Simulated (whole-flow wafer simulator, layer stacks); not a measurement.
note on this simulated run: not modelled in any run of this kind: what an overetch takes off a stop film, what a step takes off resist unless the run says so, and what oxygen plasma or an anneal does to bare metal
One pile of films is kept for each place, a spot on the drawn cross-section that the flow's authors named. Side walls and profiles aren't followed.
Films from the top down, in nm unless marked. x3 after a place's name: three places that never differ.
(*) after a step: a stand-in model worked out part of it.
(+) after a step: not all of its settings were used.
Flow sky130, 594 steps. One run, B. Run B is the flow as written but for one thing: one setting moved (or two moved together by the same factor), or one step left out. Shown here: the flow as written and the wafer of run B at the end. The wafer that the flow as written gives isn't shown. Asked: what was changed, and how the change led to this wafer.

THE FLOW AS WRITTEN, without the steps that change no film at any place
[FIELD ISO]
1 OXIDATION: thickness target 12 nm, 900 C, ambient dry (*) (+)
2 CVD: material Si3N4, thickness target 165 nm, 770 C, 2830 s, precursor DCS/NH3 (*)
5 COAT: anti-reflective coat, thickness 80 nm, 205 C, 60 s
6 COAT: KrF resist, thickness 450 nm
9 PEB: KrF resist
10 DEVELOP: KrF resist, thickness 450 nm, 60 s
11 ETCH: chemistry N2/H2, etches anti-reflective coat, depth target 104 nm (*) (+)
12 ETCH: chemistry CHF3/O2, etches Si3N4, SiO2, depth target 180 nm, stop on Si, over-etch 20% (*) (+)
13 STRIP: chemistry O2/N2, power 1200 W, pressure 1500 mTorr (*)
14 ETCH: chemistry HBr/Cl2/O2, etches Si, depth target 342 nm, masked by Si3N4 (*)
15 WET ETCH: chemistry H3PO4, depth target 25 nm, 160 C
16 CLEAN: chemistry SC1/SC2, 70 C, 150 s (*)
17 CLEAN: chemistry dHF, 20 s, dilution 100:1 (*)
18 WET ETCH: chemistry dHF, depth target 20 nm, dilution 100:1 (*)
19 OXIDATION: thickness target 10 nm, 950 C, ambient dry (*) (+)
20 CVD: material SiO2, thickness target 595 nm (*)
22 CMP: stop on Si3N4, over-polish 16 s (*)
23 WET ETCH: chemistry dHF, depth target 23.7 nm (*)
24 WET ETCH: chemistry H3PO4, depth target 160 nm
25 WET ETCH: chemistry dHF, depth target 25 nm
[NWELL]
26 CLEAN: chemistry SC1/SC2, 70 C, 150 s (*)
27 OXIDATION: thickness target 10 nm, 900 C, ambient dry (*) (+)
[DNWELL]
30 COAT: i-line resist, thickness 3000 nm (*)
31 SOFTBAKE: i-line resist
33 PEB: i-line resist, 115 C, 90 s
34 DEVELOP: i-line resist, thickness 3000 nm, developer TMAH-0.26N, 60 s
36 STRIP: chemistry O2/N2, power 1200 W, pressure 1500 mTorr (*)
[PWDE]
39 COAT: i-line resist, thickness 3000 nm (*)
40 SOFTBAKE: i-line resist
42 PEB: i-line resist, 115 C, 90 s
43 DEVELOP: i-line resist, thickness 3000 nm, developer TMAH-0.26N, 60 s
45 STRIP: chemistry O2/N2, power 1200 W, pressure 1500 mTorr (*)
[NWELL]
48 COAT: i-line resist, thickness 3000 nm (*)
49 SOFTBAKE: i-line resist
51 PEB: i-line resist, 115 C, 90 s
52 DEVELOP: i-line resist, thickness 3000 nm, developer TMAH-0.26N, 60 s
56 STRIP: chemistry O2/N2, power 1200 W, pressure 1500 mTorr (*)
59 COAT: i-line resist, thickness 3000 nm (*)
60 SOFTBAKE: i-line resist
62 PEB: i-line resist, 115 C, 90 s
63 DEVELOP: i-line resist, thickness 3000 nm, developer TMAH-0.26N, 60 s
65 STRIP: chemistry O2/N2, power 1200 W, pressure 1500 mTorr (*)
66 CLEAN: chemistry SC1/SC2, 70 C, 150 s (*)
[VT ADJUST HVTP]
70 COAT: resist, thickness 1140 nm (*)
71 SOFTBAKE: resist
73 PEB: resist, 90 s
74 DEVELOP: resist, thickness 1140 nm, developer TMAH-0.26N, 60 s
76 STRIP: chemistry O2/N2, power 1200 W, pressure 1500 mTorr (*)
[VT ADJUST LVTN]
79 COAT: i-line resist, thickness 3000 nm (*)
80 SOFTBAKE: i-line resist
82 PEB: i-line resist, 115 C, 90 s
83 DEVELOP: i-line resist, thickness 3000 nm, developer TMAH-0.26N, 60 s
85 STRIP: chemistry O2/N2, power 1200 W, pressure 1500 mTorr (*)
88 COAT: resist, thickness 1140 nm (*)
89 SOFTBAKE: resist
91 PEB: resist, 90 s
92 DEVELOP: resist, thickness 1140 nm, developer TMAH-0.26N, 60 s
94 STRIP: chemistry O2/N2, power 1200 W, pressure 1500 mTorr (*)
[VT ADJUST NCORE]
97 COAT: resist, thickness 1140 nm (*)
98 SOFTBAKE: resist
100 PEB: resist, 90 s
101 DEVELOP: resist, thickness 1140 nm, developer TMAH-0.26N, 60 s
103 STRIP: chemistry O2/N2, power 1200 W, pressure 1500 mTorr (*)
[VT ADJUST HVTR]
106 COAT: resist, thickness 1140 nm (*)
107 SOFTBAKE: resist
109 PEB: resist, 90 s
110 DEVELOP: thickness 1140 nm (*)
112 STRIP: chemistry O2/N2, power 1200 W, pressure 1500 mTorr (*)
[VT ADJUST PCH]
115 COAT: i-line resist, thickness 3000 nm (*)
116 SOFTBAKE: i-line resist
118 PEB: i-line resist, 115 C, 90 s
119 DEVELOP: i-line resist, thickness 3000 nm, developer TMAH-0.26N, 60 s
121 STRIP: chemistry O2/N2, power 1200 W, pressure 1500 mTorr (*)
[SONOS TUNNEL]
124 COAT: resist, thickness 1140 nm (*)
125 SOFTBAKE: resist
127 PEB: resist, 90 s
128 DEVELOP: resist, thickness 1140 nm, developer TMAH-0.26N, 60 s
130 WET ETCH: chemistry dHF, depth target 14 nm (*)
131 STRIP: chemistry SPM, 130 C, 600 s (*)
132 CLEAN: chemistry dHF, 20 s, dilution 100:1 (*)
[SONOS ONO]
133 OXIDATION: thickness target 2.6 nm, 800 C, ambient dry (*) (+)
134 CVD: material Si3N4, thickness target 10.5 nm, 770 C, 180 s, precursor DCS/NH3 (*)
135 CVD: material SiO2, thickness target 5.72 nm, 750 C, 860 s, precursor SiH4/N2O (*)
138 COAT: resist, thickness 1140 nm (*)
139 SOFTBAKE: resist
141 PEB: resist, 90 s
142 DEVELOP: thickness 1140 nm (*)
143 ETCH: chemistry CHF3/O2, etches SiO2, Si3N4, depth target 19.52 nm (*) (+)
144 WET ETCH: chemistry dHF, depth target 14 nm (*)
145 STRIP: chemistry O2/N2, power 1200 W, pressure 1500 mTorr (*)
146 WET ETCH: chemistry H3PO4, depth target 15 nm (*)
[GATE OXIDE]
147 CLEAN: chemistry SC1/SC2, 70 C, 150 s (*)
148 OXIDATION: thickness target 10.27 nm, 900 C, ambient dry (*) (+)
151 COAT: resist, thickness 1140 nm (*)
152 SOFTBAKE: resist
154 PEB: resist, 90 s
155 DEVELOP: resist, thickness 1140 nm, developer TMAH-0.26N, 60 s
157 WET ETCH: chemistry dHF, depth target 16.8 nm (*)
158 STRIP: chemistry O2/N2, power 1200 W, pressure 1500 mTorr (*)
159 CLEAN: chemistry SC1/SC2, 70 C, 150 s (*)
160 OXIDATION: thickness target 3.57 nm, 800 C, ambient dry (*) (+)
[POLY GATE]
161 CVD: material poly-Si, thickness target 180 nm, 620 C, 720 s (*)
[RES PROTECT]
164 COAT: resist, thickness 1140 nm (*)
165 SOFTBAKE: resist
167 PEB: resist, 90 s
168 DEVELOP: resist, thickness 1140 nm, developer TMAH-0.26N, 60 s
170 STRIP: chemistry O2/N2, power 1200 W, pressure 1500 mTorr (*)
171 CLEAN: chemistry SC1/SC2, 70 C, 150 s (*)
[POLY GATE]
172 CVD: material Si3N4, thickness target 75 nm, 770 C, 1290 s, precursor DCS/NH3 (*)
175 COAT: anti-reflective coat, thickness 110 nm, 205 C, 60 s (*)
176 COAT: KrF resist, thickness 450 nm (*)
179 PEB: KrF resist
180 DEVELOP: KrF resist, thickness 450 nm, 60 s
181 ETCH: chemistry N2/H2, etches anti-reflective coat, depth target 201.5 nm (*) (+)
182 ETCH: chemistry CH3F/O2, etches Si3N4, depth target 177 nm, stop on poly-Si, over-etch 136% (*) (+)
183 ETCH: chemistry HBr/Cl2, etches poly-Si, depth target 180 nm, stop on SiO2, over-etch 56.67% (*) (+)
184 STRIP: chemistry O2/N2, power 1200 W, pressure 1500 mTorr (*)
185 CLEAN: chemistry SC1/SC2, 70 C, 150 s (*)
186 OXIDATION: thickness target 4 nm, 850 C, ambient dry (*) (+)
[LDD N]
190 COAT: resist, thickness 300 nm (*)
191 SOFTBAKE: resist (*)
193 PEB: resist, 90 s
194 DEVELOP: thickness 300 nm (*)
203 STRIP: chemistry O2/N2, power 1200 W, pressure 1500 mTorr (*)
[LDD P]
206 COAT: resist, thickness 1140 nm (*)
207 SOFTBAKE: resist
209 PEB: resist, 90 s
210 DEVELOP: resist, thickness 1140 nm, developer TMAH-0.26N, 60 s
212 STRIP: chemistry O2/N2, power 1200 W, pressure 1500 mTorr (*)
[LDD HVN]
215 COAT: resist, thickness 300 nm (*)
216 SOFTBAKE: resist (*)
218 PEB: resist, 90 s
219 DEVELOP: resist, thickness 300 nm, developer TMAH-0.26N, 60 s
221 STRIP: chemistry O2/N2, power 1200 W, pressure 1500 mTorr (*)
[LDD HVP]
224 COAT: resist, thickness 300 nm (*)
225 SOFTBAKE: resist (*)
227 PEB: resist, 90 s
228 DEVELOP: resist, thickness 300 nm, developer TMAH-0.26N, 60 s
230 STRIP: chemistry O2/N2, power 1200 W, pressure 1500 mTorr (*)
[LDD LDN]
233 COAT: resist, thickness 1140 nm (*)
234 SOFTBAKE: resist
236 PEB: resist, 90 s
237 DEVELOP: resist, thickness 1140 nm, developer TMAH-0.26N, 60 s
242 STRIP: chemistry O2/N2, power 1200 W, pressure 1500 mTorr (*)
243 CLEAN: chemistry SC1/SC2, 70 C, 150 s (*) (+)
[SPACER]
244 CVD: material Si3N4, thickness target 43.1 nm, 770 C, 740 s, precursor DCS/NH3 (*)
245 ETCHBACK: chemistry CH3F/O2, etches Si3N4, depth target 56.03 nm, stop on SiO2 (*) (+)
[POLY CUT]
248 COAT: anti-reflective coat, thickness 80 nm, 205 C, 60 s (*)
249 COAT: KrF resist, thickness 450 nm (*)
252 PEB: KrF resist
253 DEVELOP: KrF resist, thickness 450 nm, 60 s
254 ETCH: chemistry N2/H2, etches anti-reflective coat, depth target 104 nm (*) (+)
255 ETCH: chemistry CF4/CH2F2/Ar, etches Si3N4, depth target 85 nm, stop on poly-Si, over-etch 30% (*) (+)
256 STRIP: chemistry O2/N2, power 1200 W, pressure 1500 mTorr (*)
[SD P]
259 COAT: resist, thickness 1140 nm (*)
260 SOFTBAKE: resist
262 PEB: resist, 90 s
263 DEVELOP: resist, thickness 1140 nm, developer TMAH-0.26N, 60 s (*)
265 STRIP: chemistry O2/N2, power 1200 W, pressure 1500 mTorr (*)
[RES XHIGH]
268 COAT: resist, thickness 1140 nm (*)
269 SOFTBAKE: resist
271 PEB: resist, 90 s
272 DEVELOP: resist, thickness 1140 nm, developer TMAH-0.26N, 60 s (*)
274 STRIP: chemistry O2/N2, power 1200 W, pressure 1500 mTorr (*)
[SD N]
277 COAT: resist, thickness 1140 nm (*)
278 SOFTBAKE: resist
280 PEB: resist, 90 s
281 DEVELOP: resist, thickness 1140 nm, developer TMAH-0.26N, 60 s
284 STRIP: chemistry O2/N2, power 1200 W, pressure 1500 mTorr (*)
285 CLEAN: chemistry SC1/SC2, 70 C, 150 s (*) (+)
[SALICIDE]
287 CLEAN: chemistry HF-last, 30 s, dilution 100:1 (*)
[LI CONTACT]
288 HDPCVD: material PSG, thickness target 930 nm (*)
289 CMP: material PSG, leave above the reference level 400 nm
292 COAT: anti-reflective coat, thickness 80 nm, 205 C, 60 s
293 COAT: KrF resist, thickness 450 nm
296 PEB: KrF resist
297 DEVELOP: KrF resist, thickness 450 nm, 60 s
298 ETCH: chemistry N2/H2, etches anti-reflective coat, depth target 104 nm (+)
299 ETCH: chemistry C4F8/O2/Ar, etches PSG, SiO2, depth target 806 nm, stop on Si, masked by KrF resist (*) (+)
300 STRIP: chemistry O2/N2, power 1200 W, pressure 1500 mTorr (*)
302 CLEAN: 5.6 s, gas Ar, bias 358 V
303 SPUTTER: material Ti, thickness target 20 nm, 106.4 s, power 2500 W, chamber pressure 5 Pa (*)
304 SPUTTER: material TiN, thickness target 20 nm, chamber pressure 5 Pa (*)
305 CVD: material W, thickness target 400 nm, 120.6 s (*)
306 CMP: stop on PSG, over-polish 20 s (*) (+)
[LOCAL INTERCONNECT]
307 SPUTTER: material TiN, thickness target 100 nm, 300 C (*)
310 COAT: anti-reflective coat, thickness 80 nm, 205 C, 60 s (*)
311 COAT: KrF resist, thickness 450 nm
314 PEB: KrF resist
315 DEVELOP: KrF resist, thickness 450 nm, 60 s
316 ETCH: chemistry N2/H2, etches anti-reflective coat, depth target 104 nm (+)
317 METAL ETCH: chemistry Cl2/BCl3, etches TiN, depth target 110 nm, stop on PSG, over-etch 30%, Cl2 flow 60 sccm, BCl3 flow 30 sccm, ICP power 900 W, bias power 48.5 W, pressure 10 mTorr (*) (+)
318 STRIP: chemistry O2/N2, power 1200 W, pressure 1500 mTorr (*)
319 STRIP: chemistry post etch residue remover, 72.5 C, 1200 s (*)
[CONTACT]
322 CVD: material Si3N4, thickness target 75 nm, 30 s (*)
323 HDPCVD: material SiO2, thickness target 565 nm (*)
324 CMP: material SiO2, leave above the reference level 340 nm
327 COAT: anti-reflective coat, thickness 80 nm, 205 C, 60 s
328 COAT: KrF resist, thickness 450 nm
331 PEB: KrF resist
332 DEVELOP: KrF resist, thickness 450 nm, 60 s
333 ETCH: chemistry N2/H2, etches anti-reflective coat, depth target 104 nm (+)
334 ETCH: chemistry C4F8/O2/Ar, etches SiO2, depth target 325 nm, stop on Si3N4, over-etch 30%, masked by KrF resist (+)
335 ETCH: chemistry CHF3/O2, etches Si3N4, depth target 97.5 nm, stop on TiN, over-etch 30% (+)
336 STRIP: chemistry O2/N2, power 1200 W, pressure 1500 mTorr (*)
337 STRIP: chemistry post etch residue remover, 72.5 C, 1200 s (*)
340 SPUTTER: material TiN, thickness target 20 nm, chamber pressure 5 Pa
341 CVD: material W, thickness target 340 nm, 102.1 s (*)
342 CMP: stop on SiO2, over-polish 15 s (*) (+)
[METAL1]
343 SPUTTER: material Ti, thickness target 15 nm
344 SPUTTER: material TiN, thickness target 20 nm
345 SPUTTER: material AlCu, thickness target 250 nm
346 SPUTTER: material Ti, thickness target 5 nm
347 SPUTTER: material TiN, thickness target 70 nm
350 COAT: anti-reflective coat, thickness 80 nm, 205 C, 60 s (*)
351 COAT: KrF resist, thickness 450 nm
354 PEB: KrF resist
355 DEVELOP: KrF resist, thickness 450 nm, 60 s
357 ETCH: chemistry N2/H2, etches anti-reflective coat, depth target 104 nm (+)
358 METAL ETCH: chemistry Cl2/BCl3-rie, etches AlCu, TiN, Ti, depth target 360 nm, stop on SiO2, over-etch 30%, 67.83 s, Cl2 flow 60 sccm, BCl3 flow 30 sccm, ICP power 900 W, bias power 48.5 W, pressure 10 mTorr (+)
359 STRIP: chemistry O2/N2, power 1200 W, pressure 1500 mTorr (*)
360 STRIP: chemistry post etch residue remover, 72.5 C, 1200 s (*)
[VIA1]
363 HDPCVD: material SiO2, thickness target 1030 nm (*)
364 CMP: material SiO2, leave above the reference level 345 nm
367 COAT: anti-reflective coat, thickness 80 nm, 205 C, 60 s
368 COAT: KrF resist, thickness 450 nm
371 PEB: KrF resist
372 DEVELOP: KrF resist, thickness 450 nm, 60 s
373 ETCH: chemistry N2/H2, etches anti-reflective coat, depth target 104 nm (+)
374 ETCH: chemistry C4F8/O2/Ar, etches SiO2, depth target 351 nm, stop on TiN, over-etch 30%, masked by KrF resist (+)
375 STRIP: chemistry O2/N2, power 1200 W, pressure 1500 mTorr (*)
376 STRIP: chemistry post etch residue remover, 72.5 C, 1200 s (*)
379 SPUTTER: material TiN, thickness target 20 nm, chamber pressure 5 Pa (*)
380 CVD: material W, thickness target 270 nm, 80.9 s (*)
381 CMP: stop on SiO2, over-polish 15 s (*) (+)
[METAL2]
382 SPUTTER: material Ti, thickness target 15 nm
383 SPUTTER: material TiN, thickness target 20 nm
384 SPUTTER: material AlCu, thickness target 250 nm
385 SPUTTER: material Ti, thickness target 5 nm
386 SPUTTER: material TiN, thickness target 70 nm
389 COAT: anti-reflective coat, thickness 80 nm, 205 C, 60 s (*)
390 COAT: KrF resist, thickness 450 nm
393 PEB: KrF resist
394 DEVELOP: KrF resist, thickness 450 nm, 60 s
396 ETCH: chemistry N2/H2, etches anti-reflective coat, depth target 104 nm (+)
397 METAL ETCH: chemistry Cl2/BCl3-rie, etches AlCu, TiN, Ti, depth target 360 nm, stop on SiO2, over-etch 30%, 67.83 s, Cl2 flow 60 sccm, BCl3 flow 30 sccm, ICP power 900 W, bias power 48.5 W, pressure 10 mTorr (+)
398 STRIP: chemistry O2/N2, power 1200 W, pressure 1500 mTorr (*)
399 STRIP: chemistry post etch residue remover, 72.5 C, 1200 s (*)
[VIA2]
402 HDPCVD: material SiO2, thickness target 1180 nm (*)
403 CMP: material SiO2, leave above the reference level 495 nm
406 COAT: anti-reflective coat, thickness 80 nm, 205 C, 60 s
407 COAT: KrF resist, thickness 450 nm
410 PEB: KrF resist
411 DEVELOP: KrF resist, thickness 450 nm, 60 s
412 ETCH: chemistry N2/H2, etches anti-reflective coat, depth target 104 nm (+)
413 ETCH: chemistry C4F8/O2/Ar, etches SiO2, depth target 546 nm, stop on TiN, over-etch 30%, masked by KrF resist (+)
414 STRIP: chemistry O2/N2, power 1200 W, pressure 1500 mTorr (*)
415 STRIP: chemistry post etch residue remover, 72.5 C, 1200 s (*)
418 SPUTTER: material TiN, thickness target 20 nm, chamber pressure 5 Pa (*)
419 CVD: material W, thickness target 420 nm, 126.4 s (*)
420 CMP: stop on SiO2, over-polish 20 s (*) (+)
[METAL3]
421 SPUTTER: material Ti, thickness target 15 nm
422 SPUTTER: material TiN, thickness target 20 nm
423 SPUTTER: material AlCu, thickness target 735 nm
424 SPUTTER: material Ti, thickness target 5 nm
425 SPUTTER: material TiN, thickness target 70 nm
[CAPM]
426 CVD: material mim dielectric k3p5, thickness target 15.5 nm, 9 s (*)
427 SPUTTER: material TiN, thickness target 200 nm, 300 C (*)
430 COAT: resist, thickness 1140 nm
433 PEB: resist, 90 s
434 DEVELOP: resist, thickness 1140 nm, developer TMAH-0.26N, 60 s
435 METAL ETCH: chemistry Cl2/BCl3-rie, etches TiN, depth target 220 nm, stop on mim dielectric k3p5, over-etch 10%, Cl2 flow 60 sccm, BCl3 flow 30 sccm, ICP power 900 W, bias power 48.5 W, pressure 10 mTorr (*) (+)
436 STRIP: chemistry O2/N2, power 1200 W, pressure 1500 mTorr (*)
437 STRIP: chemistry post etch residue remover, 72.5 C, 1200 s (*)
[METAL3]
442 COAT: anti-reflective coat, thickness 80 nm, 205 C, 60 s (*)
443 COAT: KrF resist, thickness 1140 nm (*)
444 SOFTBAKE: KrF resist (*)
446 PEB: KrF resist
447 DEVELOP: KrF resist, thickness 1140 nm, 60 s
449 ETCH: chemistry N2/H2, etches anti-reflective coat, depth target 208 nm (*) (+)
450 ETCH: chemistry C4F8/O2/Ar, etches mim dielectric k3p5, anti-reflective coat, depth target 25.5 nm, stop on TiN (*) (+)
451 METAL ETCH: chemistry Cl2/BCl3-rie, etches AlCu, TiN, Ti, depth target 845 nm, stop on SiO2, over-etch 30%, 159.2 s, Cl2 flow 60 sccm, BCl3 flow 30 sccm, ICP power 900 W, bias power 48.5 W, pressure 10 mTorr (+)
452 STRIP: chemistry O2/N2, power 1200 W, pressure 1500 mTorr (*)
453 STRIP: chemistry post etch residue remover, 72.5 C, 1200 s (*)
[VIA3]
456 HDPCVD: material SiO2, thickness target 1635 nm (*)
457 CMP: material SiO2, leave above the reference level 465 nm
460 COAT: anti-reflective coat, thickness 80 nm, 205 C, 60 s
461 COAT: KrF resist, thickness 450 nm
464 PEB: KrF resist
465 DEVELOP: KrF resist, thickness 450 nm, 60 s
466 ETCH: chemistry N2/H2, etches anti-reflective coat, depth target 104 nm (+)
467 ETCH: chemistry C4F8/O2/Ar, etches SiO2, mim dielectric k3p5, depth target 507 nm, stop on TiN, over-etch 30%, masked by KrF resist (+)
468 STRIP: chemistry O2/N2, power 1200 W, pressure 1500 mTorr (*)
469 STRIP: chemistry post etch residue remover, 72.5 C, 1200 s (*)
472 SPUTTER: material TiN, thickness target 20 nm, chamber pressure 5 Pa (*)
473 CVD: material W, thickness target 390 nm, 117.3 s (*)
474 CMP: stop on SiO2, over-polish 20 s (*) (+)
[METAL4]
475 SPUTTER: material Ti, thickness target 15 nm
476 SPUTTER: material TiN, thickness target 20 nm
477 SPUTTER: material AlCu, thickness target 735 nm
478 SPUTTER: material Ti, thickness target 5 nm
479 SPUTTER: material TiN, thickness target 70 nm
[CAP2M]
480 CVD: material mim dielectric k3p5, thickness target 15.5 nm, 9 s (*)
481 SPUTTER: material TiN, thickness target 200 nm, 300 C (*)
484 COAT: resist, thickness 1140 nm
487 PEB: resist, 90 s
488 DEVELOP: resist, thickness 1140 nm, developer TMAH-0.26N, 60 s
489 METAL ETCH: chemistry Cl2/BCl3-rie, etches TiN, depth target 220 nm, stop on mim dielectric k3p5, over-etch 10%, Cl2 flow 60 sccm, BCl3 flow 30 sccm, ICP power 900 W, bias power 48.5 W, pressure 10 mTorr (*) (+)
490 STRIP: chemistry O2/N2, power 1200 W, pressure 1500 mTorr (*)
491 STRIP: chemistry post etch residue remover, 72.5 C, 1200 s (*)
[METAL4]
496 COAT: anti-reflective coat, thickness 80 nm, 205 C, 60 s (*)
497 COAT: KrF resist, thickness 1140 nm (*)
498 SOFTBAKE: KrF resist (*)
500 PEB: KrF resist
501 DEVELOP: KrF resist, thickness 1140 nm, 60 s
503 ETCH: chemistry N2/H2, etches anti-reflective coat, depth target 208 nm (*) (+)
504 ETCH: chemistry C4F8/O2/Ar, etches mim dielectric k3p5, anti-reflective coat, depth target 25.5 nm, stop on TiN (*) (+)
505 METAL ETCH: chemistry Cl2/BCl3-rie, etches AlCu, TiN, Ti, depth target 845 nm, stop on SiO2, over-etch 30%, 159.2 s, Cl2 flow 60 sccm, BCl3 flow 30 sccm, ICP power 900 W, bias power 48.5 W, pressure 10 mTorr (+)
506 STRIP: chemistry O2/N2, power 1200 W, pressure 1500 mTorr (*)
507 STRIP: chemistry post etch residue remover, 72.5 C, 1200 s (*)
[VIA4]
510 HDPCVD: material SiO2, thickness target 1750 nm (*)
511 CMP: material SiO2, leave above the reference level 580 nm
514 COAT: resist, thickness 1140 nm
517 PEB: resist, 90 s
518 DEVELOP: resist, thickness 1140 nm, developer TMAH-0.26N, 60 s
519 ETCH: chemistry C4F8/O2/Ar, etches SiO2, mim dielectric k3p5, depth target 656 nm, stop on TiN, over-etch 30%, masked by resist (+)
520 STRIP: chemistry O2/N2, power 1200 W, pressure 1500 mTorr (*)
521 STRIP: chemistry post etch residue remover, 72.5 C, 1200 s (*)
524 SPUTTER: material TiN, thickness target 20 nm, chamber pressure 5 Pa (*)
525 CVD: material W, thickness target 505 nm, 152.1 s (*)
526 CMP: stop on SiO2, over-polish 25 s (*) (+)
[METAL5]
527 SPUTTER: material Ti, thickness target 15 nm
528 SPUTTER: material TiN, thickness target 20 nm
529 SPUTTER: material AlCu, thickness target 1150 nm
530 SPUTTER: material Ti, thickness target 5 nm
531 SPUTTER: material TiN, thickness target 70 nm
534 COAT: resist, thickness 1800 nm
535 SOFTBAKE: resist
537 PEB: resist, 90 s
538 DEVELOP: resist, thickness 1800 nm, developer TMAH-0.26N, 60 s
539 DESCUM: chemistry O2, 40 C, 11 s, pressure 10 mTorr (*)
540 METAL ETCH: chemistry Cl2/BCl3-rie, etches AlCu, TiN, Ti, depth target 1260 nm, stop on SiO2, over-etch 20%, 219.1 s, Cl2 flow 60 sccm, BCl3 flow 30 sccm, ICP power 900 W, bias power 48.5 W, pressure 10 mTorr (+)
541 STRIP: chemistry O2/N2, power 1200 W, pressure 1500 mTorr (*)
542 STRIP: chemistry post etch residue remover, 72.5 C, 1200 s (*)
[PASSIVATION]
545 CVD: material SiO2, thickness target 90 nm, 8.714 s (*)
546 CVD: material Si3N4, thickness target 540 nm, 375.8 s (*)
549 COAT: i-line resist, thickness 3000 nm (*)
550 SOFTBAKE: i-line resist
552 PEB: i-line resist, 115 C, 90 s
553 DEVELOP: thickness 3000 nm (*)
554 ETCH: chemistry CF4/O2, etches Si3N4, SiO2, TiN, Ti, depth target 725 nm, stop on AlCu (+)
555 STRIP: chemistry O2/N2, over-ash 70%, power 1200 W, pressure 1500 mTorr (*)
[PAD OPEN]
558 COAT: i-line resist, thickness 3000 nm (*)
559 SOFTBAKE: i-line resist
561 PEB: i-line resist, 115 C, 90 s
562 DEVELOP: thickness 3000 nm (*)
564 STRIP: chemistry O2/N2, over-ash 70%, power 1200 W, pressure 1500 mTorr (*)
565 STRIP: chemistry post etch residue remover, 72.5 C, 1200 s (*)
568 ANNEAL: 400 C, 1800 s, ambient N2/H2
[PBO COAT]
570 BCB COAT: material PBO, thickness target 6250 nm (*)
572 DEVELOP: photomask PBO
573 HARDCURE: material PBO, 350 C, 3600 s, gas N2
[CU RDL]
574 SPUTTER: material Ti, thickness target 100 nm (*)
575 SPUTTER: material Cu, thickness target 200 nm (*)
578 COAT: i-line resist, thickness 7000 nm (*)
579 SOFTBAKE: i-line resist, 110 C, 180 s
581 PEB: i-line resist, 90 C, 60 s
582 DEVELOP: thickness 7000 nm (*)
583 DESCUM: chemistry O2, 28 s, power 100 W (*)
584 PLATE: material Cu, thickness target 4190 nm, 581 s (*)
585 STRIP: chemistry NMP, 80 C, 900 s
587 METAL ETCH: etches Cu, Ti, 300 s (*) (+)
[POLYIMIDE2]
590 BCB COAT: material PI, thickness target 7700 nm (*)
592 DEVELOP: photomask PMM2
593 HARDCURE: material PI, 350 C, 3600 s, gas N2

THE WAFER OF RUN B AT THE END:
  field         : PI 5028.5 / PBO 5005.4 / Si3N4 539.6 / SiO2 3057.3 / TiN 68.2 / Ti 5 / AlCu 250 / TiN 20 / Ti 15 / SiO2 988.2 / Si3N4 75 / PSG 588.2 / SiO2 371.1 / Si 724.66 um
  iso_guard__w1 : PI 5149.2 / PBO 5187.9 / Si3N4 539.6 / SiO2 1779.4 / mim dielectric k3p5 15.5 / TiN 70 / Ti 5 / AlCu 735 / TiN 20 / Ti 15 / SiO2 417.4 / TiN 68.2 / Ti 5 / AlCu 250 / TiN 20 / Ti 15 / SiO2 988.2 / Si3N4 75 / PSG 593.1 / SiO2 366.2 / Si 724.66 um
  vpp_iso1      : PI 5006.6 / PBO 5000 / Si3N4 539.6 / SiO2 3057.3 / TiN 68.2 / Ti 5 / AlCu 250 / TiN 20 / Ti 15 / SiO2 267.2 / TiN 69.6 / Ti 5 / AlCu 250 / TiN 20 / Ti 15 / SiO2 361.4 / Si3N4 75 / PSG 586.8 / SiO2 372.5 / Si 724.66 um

The cause: step 397, METAL ETCH: chemistry Cl2/BCl3-rie, etches AlCu, TiN, Ti, depth target 360 nm, stop on SiO2, over-etch 30%, 67.83 s, Cl2 flow 60 sccm, BCl3 flow 30 sccm, ICP power 900 W, bias power 48.5 W, pressure 10 mTorr (+), was left out.

How the change led to this, step by step:
  398 STRIP: chemistry O2/N2, power 1200 W, pressure 1500 mTorr (*)
      n_well, p_well, gate_hv and 101 more: KrF resist -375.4 (all of it), anti-reflective coat -80 (all of it) (as written it would be: KrF resist -141.4 (all of it), anti-reflective coat -80 (all of it))
      m1, via1_hole: KrF resist -375.5 (all of it), anti-reflective coat -80.4 (all of it) (as written it would be: KrF resist -141.5 (all of it), anti-reflective coat -80.4 (all of it))
  402 HDPCVD: material SiO2, thickness target 1180 nm (*)
      field, active, gate and 82 more: SiO2 +1180 (new film) (as written it would be: SiO2 +1180)
  403 CMP: material SiO2, leave above the reference level 495 nm
      field, active, gate and 82 more: SiO2 -758.2 (as written it would be: SiO2 -389.1)
Counting metal films that touch as one body, field has 1 body; the flow as written gives 0 bodies.
Counting metal films that touch as one body, iso_guard__w1 has 2 bodies (between them, from the top down: SiO2 417.4); the flow as written gives 1 body.
Counting metal films that touch as one body, vpp_iso1 has 2 bodies (between them, from the top down: SiO2 267.2); the flow as written gives 1 body.
